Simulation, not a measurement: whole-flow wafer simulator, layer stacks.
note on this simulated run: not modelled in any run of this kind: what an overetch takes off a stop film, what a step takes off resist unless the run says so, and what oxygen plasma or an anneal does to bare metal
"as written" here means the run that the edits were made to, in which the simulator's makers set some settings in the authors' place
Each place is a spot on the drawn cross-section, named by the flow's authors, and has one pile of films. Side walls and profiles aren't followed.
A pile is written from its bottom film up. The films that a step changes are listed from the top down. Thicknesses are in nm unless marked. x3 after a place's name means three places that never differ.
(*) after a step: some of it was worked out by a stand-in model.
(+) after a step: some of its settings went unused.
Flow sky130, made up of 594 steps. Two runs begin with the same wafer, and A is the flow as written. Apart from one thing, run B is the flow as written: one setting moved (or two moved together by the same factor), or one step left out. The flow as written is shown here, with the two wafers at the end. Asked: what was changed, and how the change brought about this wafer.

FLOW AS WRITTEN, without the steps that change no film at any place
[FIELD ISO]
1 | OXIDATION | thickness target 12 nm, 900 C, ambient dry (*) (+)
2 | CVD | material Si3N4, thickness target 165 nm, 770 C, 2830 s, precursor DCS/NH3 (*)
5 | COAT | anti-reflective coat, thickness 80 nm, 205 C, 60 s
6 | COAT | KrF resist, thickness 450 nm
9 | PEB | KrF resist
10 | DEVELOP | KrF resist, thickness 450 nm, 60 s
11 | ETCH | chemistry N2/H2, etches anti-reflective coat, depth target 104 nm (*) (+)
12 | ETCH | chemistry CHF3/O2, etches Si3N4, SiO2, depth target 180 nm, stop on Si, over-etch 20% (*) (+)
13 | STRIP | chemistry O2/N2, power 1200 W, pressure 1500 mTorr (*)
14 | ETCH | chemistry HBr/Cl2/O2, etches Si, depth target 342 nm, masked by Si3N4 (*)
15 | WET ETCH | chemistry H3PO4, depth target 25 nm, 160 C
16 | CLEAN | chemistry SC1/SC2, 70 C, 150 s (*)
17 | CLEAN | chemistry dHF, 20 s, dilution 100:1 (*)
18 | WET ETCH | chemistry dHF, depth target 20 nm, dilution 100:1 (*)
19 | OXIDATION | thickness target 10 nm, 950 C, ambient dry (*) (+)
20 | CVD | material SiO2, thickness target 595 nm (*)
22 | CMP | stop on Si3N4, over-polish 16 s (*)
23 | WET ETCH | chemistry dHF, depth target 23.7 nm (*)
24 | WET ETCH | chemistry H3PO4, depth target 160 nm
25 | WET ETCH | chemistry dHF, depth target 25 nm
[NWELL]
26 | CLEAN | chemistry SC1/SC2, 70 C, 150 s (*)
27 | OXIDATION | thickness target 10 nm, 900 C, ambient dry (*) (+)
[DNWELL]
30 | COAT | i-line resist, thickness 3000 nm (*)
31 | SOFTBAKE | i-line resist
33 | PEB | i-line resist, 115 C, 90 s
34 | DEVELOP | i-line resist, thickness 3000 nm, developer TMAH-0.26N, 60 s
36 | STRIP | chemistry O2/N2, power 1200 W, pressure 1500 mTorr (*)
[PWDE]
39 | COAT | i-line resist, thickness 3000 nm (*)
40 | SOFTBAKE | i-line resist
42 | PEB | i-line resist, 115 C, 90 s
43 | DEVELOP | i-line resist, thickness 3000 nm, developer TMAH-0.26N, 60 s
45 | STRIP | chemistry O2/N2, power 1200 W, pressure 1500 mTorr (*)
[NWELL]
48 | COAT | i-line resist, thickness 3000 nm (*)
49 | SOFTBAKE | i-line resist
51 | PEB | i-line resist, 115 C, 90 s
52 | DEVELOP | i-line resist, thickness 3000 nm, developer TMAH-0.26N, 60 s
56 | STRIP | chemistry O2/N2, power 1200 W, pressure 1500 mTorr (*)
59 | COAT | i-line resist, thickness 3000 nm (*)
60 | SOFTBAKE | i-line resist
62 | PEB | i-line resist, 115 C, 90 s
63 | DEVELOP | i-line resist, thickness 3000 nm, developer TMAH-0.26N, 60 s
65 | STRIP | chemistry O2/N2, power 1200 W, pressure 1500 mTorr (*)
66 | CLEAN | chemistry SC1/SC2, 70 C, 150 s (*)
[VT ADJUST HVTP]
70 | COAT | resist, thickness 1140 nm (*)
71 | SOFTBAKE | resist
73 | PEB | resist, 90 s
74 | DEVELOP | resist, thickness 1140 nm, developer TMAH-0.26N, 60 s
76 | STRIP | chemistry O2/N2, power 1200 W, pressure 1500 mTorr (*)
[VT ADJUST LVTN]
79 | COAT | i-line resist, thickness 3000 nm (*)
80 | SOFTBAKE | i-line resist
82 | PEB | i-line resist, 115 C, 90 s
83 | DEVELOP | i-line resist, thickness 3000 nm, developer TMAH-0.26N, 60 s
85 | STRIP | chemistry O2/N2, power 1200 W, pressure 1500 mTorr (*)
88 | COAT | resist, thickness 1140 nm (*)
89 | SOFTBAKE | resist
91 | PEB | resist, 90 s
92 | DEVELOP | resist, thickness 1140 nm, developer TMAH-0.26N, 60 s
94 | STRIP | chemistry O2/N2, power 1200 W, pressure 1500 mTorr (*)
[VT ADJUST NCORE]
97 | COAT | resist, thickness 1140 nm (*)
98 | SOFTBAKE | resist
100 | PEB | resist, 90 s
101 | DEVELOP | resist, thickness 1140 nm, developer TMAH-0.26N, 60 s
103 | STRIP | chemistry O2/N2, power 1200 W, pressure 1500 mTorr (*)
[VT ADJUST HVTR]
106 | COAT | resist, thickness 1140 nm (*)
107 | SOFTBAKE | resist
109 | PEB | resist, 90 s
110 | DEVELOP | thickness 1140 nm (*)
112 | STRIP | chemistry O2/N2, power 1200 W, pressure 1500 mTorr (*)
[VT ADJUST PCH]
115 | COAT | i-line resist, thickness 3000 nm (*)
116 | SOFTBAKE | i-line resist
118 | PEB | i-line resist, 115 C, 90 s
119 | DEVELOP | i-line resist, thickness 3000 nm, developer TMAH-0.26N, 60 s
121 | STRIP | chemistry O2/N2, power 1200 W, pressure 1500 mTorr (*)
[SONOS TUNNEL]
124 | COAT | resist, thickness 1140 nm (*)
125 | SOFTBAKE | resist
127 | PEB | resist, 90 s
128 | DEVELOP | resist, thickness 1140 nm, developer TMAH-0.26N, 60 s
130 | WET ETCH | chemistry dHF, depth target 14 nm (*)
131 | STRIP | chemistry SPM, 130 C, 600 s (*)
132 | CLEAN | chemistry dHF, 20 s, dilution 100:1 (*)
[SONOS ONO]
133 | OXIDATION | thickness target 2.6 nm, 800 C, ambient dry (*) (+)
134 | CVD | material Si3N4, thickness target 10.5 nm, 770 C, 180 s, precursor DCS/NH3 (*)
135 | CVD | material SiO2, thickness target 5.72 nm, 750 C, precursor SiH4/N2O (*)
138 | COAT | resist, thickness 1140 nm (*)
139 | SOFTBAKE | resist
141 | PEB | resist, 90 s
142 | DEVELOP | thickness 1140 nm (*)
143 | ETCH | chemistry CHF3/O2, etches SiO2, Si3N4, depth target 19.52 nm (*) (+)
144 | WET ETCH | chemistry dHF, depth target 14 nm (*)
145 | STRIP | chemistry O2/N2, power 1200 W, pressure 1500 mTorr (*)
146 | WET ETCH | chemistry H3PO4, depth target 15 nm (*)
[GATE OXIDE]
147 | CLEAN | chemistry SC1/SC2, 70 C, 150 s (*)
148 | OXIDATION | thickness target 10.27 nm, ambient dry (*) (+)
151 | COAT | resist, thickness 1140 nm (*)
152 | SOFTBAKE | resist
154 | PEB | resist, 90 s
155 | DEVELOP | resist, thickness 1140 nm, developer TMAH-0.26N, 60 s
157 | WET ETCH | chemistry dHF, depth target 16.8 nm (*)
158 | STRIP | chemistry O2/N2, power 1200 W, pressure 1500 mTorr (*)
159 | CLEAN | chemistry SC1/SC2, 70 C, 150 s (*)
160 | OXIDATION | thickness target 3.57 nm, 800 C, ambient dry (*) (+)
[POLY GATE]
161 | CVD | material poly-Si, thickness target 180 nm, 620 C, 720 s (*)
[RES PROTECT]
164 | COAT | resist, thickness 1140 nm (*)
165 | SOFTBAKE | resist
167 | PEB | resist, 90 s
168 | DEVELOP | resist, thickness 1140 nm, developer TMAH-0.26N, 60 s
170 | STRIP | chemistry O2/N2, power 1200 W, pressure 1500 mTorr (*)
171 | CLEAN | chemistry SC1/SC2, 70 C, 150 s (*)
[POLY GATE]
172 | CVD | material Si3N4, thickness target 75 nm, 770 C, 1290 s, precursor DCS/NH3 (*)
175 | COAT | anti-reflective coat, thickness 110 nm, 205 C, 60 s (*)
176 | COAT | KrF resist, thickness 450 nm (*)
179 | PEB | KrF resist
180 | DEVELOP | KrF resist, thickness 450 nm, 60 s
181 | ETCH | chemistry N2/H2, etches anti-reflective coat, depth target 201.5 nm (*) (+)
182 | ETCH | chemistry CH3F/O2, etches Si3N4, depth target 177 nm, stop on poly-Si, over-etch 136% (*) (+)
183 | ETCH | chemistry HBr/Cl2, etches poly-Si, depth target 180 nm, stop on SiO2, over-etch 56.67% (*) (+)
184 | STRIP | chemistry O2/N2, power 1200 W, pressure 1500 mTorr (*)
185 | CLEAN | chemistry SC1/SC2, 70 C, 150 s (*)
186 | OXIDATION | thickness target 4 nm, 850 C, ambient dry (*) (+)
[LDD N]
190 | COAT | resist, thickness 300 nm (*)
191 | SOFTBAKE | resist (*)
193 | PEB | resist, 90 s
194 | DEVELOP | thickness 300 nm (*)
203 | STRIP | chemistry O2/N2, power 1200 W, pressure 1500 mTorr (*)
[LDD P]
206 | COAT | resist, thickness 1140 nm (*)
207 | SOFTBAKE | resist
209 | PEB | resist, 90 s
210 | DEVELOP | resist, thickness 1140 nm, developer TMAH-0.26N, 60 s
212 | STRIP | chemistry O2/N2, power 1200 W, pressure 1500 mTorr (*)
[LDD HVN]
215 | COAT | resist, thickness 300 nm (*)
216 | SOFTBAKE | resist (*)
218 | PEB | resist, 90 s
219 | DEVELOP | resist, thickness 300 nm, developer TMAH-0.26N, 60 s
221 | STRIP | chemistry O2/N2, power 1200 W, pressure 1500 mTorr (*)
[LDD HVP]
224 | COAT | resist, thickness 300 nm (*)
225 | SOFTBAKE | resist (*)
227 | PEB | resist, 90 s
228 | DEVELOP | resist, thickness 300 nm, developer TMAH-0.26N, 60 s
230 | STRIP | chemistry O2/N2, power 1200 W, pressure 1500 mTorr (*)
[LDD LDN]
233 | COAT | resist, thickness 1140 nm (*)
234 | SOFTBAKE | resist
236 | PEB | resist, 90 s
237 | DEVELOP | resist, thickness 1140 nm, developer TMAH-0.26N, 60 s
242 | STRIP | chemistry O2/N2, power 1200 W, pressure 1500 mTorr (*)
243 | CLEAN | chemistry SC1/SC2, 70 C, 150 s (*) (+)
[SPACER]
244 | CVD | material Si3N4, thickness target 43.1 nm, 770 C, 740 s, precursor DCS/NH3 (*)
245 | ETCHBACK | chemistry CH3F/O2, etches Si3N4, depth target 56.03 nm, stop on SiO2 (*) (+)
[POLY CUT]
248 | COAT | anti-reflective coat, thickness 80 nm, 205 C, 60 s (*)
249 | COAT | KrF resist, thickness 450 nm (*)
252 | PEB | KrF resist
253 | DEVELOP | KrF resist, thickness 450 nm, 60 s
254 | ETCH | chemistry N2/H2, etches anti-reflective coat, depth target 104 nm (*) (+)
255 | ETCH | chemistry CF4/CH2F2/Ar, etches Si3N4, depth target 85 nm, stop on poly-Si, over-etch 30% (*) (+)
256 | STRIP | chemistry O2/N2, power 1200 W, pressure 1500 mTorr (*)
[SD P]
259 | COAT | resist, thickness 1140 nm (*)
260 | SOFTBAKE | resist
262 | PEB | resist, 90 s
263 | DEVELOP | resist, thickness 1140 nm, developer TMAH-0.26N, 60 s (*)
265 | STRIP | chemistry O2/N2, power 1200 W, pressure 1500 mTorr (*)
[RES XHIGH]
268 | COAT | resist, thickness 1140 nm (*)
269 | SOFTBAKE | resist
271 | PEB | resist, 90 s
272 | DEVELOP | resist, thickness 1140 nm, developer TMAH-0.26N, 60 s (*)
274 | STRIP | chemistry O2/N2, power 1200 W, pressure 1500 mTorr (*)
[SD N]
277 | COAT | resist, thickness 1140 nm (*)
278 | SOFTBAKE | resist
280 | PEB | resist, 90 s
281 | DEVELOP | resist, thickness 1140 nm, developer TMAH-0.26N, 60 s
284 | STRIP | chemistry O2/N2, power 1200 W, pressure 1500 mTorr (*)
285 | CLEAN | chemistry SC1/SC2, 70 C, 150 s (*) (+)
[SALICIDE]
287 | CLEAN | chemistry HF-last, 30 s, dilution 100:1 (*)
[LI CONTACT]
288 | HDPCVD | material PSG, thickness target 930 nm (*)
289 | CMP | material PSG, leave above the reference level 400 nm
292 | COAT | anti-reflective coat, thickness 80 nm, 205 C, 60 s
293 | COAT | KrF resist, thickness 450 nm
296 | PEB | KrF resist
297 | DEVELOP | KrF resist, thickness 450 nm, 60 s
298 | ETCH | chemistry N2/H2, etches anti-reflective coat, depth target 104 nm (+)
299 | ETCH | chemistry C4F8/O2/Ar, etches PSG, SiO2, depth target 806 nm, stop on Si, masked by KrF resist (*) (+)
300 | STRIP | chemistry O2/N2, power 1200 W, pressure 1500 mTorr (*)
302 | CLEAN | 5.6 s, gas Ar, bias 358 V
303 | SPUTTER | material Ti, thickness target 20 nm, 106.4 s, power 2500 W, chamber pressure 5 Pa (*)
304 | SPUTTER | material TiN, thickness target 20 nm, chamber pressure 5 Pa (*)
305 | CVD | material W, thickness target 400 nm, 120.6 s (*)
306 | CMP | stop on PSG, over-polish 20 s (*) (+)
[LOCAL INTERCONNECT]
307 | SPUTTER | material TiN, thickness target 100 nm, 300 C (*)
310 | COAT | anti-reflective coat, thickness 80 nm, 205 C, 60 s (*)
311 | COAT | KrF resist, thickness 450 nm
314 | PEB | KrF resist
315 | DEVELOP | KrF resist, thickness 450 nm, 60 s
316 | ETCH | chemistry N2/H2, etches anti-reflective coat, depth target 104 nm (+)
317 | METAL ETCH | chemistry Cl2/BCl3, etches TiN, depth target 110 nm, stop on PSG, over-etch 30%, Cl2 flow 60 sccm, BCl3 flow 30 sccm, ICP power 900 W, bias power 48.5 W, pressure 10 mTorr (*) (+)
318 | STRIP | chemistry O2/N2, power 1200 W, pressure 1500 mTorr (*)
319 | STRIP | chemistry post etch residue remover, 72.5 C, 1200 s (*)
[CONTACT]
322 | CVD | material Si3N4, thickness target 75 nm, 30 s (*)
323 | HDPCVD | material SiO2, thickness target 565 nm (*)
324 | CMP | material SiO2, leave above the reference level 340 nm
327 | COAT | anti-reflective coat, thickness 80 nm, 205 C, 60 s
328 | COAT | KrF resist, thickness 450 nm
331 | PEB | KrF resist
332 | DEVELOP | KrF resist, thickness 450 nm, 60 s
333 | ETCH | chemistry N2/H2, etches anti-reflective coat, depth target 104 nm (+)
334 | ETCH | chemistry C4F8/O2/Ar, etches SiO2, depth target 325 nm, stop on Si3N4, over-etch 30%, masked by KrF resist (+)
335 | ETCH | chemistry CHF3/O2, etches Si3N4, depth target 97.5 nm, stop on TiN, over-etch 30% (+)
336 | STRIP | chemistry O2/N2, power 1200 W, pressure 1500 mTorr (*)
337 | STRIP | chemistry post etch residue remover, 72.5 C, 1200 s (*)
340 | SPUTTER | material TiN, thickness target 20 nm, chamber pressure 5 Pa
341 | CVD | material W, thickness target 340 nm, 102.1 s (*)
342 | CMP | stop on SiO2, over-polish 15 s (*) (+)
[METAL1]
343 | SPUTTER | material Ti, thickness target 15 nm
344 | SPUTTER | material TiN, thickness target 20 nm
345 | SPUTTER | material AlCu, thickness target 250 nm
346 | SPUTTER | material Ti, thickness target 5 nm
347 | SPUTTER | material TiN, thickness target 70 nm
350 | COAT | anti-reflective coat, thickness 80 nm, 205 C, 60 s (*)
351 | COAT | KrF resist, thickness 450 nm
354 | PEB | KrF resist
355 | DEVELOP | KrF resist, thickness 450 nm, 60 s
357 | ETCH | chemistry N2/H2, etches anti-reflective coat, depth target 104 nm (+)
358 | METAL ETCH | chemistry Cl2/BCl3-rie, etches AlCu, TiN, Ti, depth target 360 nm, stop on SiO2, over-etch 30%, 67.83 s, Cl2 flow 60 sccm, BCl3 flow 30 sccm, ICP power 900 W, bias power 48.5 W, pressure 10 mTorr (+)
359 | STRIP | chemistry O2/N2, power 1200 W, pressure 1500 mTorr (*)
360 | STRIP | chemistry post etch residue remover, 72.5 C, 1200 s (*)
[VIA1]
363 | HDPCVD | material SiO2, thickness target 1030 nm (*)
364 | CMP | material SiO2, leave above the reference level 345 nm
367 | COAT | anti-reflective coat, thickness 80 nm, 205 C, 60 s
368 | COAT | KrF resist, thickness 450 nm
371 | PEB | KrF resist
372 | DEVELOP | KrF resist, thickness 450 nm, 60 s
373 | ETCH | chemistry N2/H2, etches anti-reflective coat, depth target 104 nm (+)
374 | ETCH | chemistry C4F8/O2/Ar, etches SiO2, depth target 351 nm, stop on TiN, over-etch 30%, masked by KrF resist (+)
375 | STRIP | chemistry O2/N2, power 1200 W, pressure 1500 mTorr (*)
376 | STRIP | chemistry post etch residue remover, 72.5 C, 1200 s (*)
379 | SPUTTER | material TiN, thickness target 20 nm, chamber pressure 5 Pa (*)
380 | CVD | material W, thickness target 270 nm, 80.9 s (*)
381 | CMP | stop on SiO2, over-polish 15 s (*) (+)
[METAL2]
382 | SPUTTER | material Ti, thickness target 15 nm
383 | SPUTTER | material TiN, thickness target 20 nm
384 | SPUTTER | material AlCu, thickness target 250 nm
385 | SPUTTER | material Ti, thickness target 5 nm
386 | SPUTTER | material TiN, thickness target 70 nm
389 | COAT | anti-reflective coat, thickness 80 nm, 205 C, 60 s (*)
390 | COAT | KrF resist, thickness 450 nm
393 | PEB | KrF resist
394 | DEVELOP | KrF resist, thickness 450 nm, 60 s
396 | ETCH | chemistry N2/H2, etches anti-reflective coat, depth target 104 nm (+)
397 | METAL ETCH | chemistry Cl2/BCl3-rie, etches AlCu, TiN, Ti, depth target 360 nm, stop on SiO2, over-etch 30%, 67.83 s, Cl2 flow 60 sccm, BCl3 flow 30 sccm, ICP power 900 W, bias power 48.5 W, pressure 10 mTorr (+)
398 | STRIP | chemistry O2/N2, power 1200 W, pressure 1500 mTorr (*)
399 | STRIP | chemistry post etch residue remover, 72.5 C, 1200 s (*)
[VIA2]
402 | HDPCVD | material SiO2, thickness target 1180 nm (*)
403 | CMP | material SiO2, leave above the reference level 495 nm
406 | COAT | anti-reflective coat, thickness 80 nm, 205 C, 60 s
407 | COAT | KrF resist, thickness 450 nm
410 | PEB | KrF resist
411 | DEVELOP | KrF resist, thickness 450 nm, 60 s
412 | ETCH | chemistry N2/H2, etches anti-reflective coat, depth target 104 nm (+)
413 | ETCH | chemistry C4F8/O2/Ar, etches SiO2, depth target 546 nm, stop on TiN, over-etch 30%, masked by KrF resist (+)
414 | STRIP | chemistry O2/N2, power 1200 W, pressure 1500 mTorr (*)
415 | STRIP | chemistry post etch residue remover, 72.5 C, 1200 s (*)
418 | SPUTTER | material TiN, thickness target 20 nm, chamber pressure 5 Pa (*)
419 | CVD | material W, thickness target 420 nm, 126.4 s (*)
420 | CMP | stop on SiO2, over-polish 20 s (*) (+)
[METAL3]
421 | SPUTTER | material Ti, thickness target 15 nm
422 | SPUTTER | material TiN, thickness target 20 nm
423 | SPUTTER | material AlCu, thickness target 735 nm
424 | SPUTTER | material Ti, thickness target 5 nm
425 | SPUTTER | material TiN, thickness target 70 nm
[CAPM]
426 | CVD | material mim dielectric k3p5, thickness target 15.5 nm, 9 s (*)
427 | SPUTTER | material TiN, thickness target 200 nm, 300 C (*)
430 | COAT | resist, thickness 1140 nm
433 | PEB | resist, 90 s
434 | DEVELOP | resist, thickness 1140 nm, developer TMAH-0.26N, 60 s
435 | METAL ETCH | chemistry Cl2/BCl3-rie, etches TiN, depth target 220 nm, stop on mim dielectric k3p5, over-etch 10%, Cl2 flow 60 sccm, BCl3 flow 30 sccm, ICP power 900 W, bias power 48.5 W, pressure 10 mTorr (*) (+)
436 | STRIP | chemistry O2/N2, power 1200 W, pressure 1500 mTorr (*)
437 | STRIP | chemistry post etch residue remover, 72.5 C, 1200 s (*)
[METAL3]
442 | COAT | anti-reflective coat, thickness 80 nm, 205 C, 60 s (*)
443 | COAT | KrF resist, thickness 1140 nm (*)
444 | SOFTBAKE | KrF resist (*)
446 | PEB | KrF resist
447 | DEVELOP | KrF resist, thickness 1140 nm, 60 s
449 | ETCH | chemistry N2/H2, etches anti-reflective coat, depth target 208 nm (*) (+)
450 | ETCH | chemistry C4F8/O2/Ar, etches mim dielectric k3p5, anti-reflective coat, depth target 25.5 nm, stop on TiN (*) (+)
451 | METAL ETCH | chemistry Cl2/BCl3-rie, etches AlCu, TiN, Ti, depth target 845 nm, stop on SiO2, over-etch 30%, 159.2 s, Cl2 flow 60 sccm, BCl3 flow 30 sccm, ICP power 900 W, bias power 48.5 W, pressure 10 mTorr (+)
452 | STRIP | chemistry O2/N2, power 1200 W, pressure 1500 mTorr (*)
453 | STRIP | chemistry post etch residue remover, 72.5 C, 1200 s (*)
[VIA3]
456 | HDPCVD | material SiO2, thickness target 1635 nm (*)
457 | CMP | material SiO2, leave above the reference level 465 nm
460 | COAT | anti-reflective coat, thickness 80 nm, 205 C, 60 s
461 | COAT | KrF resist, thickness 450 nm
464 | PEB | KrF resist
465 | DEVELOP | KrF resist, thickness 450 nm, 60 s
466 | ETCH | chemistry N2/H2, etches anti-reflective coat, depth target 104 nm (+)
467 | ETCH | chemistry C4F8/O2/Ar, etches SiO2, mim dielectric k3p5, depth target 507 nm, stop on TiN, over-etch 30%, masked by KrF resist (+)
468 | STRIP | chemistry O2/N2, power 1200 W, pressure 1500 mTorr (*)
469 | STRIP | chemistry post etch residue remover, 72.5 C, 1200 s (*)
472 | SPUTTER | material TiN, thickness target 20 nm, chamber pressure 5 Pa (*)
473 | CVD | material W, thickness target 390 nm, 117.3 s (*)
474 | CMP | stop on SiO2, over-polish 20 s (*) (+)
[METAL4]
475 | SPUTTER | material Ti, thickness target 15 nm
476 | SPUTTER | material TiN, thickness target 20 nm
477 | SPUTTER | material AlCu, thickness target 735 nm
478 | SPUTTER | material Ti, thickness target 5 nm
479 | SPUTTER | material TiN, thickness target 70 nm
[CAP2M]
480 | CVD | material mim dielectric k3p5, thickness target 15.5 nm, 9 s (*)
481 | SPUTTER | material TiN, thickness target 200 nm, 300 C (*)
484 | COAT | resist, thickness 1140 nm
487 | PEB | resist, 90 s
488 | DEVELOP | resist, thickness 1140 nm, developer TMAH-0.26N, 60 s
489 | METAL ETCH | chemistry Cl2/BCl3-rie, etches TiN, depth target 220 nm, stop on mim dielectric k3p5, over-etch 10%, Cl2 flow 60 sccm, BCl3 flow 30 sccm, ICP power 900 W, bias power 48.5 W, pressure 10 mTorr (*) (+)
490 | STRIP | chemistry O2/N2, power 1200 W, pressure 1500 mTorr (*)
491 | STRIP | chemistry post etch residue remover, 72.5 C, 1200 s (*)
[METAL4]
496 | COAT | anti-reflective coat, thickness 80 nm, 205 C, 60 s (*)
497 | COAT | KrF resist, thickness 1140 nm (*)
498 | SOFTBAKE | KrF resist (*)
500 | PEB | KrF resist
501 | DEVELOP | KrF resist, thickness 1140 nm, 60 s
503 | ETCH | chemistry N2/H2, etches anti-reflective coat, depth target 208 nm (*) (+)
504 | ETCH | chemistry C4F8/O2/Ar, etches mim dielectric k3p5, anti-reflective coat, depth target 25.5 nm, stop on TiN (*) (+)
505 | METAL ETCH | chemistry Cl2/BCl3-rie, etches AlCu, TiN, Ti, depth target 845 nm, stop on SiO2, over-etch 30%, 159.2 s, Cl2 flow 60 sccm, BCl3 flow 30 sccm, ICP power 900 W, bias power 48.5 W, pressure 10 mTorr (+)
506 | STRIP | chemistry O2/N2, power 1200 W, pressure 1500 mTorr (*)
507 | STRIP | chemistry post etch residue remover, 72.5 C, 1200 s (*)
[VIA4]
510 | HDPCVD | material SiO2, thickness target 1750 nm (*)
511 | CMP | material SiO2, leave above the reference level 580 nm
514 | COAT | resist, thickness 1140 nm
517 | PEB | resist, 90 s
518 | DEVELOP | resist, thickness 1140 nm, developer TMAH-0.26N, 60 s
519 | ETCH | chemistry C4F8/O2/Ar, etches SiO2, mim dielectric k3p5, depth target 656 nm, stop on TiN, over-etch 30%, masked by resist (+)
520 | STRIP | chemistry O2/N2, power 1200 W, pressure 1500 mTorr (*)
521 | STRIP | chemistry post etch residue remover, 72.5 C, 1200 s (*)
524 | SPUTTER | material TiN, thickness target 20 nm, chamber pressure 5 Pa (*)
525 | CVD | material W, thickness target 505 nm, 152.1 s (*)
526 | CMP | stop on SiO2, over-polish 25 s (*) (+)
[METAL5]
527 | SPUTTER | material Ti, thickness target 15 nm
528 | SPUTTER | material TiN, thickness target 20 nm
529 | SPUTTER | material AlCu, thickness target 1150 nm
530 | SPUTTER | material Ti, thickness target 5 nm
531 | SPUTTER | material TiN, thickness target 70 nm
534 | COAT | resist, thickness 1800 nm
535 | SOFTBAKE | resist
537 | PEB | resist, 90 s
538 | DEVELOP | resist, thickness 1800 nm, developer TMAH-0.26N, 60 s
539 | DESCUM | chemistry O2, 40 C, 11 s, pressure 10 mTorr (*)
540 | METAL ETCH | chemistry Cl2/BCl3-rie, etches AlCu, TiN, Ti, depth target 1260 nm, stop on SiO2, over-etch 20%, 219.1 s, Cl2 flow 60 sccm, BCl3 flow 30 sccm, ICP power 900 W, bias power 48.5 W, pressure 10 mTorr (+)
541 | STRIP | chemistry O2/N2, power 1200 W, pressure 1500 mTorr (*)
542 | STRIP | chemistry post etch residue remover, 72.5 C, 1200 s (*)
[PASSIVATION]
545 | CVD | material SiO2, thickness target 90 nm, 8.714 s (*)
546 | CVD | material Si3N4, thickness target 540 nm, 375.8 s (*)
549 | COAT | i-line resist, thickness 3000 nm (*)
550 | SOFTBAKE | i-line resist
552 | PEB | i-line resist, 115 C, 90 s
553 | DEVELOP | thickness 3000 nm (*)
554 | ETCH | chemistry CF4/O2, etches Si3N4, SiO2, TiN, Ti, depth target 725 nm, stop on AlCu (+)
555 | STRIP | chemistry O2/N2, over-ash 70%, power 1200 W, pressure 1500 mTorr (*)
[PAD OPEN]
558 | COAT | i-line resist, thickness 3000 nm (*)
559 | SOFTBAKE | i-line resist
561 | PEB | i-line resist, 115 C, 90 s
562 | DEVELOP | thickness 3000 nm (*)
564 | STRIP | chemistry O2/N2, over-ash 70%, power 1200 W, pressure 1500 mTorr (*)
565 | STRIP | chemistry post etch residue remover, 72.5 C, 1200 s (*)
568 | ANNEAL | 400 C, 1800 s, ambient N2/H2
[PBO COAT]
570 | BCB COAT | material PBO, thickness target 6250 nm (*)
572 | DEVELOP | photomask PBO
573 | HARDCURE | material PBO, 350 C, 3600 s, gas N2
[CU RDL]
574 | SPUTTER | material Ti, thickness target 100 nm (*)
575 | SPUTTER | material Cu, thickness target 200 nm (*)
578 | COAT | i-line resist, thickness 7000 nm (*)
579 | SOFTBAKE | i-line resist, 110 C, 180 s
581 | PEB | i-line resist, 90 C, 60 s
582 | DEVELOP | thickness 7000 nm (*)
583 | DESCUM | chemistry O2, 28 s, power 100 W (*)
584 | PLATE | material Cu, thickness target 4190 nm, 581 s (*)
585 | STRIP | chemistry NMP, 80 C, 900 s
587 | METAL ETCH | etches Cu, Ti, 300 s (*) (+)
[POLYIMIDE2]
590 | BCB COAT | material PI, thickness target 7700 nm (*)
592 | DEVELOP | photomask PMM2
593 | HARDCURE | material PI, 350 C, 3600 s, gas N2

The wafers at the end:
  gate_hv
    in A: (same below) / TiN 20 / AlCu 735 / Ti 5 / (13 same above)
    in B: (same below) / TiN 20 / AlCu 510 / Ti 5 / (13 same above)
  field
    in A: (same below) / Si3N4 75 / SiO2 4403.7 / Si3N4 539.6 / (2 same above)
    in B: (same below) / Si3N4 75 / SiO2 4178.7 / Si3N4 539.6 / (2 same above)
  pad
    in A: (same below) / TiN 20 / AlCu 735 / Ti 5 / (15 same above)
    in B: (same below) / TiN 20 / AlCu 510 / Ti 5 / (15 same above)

The reason: step 423, SPUTTER: thickness target 510 nm was run, whereas the flow has thickness target 735 nm.
The wafer lets one read it off: gate_hv has AlCu 510, and step 423 as written asks for 735 nm.

Step by step, how the change led to this:
  423 | SPUTTER | material AlCu, thickness target 735 nm
      field, active, n_well and 188 more: A AlCu gains 735 (new film) | B AlCu gains 510 (new film)
  451 | METAL ETCH | chemistry Cl2/BCl3-rie, etches AlCu, TiN, Ti, depth target 845 nm, stop on SiO2, over-etch 30%, 159.2 s, Cl2 flow 60 sccm, BCl3 flow 30 sccm, ICP power 900 W, bias power 48.5 W, pressure 10 mTorr (+)
      field, active, gate and 69 more: A TiN loses 70 (all of it), Ti loses 5 (all of it), AlCu loses 735 (all of it), TiN loses 20 (all of it), Ti loses 15 (all of it), SiO2 loses 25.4 | B TiN loses 70 (all of it), Ti loses 5 (all of it), AlCu loses 510 (all of it), TiN loses 20 (all of it), Ti loses 15 (all of it), SiO2 loses 47.9
      vpp_ln, vpp_iso2, ndiff_ln and 10 more: A TiN loses 70 (all of it), Ti loses 5 (all of it), AlCu loses 735 (all of it), TiN loses 20 (all of it), Ti loses 15 (all of it), SiO2 loses 25.3 | B TiN loses 70 (all of it), Ti loses 5 (all of it), AlCu loses 510 (all of it), TiN loses 20 (all of it), Ti loses 15 (all of it), SiO2 loses 47.8
  457 | CMP | material SiO2, leave above the reference level 465 nm
      field, active, gate and 82 more: A SiO2 loses 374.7 | B SiO2 loses 577.2
